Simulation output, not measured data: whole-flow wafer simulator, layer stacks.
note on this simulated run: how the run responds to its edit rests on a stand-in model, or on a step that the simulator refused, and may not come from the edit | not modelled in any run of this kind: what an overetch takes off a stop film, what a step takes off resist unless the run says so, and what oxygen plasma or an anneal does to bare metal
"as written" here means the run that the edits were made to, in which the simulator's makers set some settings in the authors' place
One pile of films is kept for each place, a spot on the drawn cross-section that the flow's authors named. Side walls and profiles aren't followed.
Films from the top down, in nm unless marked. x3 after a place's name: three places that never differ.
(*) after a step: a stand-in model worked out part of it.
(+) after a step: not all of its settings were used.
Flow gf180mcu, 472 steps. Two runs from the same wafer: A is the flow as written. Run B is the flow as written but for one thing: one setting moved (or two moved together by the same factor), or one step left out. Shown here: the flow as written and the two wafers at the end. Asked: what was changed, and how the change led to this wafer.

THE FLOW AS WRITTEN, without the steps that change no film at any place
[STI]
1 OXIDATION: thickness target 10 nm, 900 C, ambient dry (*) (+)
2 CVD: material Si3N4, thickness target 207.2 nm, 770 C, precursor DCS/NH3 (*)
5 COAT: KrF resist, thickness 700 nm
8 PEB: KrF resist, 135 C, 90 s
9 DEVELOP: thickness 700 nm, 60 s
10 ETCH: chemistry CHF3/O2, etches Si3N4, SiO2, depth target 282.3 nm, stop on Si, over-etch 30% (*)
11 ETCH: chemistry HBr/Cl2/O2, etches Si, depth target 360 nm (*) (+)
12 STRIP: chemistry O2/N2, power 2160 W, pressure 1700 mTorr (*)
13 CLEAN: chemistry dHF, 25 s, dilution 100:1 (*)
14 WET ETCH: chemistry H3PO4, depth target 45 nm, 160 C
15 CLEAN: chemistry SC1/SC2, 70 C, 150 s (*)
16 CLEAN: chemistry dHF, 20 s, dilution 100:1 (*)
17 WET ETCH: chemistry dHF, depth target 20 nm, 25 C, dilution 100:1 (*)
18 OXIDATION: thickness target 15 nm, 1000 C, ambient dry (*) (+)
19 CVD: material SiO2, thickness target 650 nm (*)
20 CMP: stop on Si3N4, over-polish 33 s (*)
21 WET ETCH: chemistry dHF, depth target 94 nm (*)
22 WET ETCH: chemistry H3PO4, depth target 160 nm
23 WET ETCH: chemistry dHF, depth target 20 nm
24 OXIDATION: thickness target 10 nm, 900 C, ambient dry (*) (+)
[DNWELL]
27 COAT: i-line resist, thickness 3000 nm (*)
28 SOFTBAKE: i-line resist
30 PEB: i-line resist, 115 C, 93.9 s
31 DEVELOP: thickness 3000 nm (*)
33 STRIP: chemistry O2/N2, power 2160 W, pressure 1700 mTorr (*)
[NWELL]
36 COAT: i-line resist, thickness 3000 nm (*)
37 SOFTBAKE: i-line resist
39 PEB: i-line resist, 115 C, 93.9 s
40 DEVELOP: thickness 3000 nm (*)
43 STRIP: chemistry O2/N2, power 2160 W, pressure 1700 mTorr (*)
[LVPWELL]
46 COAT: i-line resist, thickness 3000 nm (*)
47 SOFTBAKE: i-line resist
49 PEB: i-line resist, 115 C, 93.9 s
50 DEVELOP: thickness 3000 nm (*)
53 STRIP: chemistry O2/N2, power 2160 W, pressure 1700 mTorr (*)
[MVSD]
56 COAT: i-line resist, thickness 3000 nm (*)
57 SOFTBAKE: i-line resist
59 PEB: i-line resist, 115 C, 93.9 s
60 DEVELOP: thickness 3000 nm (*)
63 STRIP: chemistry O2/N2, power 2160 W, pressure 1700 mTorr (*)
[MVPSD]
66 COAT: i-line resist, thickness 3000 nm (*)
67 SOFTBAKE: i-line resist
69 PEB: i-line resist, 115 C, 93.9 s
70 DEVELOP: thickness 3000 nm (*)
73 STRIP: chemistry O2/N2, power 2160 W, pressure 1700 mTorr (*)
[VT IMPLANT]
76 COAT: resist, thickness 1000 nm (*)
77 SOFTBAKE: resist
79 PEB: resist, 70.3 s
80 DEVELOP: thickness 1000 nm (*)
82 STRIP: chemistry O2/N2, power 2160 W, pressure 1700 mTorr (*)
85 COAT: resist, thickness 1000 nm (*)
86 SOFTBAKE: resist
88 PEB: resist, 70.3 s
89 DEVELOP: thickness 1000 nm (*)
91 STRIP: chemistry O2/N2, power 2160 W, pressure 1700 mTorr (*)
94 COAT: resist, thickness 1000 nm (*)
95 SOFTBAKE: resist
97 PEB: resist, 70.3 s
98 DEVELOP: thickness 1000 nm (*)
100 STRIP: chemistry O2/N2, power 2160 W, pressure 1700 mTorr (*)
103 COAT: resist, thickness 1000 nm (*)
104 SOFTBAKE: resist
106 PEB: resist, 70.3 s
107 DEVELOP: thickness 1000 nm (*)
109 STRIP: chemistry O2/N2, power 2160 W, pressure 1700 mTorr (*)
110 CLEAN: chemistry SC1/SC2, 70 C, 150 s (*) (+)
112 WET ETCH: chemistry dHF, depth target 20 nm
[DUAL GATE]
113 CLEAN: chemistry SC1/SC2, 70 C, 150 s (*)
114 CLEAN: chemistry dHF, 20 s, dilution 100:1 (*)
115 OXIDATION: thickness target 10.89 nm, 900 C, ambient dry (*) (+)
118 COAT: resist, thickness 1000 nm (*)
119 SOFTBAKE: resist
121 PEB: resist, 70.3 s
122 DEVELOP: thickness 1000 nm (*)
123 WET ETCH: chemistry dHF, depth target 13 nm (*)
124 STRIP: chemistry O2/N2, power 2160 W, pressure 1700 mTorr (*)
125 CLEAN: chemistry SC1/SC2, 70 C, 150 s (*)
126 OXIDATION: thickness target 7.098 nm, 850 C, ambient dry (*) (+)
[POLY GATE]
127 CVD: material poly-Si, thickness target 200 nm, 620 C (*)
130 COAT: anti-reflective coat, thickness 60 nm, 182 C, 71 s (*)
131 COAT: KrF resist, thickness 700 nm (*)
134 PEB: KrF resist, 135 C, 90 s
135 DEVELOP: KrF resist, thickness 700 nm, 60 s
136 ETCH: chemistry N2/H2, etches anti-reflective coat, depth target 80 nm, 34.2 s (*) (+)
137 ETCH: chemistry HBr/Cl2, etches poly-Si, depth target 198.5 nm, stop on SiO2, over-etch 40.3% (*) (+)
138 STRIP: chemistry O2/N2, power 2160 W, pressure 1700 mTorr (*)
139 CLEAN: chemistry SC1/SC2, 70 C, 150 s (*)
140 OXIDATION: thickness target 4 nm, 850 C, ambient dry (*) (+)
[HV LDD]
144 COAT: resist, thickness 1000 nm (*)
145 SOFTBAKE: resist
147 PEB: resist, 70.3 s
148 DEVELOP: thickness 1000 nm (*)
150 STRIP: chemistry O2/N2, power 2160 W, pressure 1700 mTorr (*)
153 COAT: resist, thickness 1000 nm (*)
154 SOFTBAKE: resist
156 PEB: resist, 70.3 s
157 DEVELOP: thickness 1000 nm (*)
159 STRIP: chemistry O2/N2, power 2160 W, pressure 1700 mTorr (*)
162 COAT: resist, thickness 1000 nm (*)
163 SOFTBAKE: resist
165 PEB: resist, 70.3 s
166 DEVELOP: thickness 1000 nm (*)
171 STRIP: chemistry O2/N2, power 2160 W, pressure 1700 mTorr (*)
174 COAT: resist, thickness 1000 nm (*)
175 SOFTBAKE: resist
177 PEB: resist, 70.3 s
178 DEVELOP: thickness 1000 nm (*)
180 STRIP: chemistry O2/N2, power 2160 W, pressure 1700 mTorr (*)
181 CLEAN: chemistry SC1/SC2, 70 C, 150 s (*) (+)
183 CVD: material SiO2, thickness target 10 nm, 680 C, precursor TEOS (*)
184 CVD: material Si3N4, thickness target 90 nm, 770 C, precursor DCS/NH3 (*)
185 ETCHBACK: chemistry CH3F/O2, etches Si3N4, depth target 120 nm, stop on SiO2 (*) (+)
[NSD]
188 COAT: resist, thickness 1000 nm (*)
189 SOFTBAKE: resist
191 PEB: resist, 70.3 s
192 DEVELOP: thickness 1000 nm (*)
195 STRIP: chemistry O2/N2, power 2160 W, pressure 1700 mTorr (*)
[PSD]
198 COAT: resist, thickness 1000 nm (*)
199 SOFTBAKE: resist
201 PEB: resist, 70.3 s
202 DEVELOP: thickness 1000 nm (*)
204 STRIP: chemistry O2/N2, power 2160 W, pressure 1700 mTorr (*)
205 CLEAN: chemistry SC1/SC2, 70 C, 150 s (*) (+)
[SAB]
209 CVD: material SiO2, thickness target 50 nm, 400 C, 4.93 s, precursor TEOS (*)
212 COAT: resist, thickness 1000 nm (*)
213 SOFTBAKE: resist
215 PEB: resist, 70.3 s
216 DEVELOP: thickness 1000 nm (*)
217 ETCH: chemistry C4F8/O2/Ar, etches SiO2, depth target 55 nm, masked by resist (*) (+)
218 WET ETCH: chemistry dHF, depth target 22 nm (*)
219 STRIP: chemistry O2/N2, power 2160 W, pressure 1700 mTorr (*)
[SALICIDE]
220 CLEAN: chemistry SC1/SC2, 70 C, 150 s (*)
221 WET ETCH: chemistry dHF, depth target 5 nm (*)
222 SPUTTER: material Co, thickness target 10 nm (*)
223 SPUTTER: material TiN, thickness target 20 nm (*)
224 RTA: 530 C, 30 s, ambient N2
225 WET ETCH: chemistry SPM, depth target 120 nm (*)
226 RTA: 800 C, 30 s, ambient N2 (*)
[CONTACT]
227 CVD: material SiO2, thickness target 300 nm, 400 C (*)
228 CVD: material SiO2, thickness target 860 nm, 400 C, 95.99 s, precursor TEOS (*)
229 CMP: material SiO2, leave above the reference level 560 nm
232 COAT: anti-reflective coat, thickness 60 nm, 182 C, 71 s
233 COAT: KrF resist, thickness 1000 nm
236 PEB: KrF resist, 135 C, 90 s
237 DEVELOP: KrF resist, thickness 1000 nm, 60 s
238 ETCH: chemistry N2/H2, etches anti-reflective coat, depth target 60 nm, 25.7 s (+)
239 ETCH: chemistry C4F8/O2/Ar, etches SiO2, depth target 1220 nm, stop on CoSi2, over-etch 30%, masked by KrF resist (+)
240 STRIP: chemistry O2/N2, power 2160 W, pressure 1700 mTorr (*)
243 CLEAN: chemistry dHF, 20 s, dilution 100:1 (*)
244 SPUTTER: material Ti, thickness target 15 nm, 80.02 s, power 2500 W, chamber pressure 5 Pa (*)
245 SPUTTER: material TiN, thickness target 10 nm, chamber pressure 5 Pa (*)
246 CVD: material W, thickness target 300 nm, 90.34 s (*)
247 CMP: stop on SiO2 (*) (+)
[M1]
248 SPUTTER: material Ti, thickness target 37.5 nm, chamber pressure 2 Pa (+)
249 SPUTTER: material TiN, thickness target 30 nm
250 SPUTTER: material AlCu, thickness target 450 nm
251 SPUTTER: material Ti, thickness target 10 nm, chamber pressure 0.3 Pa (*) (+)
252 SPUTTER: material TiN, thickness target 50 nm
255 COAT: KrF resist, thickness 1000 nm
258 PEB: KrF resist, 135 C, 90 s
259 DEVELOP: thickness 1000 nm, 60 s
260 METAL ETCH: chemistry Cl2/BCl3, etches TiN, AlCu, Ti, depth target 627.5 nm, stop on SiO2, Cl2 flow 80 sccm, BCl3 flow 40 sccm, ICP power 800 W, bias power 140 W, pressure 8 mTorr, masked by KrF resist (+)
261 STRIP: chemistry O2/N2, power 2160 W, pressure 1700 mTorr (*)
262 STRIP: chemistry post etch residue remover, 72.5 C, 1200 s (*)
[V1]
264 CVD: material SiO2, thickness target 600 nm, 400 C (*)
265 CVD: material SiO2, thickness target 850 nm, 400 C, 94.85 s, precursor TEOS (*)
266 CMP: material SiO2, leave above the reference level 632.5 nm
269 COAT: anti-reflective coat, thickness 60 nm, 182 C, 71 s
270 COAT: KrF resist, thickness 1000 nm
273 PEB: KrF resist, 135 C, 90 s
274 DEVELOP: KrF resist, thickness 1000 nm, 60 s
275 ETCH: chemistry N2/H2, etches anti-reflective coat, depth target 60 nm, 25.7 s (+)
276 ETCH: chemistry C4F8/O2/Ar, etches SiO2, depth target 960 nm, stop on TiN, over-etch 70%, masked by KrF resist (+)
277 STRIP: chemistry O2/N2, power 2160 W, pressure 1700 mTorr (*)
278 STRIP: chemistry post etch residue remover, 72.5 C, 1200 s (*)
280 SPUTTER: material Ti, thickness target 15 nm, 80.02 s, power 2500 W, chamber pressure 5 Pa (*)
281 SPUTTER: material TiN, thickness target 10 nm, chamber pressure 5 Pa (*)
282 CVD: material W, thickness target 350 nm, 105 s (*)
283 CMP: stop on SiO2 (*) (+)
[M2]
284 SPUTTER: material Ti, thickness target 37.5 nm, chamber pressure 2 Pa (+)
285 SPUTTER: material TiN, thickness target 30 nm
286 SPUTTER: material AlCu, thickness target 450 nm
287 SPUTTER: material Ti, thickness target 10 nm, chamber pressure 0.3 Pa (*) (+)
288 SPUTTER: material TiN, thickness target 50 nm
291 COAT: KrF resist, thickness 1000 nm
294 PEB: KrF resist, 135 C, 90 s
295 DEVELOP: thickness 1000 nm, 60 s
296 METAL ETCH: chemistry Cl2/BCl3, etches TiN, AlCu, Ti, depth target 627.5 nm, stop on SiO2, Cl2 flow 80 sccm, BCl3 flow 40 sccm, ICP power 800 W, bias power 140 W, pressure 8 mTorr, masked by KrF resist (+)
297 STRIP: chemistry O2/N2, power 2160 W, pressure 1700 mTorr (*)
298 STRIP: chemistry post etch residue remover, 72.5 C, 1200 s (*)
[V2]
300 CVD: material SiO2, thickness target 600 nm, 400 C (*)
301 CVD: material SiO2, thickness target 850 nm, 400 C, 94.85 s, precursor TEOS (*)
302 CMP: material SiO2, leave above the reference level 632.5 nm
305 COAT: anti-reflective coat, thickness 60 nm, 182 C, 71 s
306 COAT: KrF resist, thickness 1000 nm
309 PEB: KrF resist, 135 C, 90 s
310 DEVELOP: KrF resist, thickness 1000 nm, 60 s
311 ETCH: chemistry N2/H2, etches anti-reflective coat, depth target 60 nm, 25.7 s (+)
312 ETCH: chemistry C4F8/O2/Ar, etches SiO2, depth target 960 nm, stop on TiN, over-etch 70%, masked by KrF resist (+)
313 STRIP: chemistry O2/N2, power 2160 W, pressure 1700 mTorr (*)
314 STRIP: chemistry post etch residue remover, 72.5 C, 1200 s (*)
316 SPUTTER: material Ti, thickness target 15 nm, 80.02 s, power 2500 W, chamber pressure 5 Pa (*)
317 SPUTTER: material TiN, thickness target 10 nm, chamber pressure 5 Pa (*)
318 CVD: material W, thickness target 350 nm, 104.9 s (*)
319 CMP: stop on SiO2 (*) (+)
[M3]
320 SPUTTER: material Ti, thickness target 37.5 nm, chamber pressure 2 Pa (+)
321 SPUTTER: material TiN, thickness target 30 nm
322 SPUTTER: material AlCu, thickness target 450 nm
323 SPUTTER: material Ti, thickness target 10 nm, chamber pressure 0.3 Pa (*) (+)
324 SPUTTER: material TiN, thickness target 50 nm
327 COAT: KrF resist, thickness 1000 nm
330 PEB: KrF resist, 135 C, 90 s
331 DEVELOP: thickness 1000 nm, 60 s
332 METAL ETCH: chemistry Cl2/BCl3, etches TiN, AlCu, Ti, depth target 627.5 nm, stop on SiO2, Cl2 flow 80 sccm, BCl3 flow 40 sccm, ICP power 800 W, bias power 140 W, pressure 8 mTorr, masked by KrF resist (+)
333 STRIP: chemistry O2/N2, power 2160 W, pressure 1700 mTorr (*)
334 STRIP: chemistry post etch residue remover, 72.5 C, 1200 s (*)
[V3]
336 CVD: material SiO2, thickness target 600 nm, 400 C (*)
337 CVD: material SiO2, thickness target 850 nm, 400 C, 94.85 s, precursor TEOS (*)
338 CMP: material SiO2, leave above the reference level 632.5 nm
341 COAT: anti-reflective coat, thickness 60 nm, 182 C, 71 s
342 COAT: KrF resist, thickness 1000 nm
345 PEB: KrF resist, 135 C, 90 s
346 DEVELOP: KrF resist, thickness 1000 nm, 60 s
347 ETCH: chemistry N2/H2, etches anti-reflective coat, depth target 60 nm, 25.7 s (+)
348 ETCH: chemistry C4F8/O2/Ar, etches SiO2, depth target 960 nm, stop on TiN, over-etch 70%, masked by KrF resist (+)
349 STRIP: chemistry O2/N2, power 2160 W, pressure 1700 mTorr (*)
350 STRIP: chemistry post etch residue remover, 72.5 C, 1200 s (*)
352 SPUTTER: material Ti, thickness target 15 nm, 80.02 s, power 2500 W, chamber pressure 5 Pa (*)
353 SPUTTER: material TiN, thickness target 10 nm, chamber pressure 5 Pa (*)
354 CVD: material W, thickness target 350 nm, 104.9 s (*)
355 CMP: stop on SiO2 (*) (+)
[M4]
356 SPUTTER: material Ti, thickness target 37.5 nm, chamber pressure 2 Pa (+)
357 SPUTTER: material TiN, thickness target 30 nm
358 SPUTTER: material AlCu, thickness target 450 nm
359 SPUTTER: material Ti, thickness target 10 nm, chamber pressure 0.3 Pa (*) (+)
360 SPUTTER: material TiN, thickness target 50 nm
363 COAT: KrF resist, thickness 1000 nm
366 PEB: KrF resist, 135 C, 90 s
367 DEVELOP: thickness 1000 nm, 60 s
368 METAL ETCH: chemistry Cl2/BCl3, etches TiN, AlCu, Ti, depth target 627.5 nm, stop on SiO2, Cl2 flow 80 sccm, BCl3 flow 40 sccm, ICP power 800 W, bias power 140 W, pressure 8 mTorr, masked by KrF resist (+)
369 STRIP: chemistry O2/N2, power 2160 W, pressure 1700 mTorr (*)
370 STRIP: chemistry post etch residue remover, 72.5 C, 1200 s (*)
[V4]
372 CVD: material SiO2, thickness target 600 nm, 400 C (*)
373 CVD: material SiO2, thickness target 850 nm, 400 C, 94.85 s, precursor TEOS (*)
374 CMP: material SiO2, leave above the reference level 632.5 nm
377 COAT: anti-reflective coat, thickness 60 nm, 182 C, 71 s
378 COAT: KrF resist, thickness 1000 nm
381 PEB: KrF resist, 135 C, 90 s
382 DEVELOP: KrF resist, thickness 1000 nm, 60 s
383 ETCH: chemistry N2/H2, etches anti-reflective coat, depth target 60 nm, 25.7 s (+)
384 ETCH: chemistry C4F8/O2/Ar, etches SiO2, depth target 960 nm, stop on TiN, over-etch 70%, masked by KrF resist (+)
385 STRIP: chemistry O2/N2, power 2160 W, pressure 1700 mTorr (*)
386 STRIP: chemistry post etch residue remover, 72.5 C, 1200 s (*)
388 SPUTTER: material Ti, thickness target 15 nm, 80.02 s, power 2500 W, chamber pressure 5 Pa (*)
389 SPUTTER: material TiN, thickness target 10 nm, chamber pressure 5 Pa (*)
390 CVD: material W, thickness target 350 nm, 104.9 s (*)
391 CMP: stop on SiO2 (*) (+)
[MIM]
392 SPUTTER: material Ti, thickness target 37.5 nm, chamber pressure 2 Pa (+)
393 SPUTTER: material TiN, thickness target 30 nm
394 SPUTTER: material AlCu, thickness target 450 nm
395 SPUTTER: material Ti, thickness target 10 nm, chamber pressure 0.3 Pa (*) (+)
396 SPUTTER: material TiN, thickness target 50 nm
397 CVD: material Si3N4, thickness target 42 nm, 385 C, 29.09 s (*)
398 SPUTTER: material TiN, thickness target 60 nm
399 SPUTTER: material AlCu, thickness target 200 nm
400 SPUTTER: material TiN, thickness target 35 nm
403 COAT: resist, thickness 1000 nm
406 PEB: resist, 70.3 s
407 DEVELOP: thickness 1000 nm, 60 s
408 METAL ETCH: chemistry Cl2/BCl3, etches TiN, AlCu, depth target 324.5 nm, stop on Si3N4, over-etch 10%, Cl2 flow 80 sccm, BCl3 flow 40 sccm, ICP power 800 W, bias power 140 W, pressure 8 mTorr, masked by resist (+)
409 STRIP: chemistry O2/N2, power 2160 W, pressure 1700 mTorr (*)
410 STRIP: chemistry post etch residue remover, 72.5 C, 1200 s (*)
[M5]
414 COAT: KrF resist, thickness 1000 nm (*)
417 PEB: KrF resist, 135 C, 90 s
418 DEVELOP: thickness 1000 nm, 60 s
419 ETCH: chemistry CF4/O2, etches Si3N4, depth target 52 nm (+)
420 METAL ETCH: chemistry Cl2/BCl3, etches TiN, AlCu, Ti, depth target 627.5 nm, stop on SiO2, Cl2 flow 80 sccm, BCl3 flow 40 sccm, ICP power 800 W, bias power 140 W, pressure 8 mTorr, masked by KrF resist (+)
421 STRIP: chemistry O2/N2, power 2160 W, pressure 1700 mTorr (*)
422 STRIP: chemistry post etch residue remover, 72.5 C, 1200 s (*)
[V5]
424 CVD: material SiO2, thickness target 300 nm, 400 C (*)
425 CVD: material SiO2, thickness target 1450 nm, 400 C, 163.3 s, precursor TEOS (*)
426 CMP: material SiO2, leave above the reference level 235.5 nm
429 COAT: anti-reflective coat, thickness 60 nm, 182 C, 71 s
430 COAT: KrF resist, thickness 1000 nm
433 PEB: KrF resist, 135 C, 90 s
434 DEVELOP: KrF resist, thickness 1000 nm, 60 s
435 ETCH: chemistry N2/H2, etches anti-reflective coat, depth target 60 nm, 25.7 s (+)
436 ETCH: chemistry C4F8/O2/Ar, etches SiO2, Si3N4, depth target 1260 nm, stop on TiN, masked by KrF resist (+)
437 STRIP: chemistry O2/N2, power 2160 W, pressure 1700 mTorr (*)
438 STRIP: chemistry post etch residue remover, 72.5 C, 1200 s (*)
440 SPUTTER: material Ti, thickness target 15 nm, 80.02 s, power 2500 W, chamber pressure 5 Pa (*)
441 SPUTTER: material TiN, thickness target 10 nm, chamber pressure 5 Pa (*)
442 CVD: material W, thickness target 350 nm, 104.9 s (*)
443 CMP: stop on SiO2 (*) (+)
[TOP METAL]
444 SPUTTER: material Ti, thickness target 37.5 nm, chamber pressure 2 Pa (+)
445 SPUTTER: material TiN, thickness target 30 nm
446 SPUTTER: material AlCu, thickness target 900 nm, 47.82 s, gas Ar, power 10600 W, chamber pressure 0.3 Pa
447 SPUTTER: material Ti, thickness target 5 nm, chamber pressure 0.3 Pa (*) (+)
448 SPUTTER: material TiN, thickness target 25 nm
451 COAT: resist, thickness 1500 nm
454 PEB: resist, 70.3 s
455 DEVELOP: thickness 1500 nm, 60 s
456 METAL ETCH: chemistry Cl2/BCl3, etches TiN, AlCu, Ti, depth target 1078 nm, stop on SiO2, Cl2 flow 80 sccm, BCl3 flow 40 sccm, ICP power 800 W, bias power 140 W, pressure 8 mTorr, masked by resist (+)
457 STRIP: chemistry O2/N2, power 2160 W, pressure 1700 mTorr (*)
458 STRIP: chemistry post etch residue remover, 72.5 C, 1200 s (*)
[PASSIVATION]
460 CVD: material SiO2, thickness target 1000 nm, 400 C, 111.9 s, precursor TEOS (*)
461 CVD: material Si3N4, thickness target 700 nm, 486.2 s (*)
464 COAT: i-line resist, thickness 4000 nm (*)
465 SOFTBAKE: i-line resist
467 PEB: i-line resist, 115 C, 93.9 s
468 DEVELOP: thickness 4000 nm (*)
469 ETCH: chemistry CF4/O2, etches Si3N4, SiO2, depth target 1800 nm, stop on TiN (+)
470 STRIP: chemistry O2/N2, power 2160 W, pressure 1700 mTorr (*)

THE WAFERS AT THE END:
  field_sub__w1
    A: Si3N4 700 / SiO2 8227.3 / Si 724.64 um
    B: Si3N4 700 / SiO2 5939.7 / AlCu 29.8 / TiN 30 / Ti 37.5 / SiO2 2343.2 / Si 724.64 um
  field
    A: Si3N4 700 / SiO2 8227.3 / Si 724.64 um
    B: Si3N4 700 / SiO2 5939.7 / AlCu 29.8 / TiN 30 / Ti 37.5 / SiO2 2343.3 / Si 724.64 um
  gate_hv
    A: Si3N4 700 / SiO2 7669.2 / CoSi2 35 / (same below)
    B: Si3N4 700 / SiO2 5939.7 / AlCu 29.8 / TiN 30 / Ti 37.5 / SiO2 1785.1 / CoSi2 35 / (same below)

The cause: step 286, SPUTTER: thickness target 603 nm was run, where the flow has thickness target 450 nm.

How the change led to this, step by step:
  286 SPUTTER: material AlCu, thickness target 450 nm
      field, field__w1, field__w2 and 108 more: A AlCu +450 (new film) | B AlCu +603 (new film)
  296 METAL ETCH: chemistry Cl2/BCl3, etches TiN, AlCu, Ti, depth target 627.5 nm, stop on SiO2, Cl2 flow 80 sccm, BCl3 flow 40 sccm, ICP power 800 W, bias power 140 W, pressure 8 mTorr, masked by KrF resist (+)
      field, field__w1, field__w2 and 103 more: A TiN -50 (all of it), Ti -10 (all of it), AlCu -450 (all of it), TiN -30 (all of it), Ti -37.5 (all of it) | B TiN -50 (all of it), Ti -10 (all of it), AlCu -567.5
  298 STRIP: chemistry post etch residue remover, 72.5 C, 1200 s (*)
      field, field__w1, field__w2 and 103 more: A nothing | B AlCu -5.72
  300 CVD: material SiO2, thickness target 600 nm, 400 C (*)
      field, field__w1, field__w2 and 103 more: A SiO2 +600 | B SiO2 +600 (new film)
  302 CMP: material SiO2, leave above the reference level 632.5 nm
      field, field__w1, field__w2 and 103 more: A SiO2 -300 | B SiO2 -244.3
Counting metal films that touch as one body, field_sub__w1 has 1 body; the flow as written gives 0 bodies.
Counting metal films that touch as one body, field has 1 body; the flow as written gives 0 bodies.
Counting metal films that touch as one body, gate_hv has 2 bodies (between them, from the top down: SiO2 1785.1); the flow as written gives 1 body.
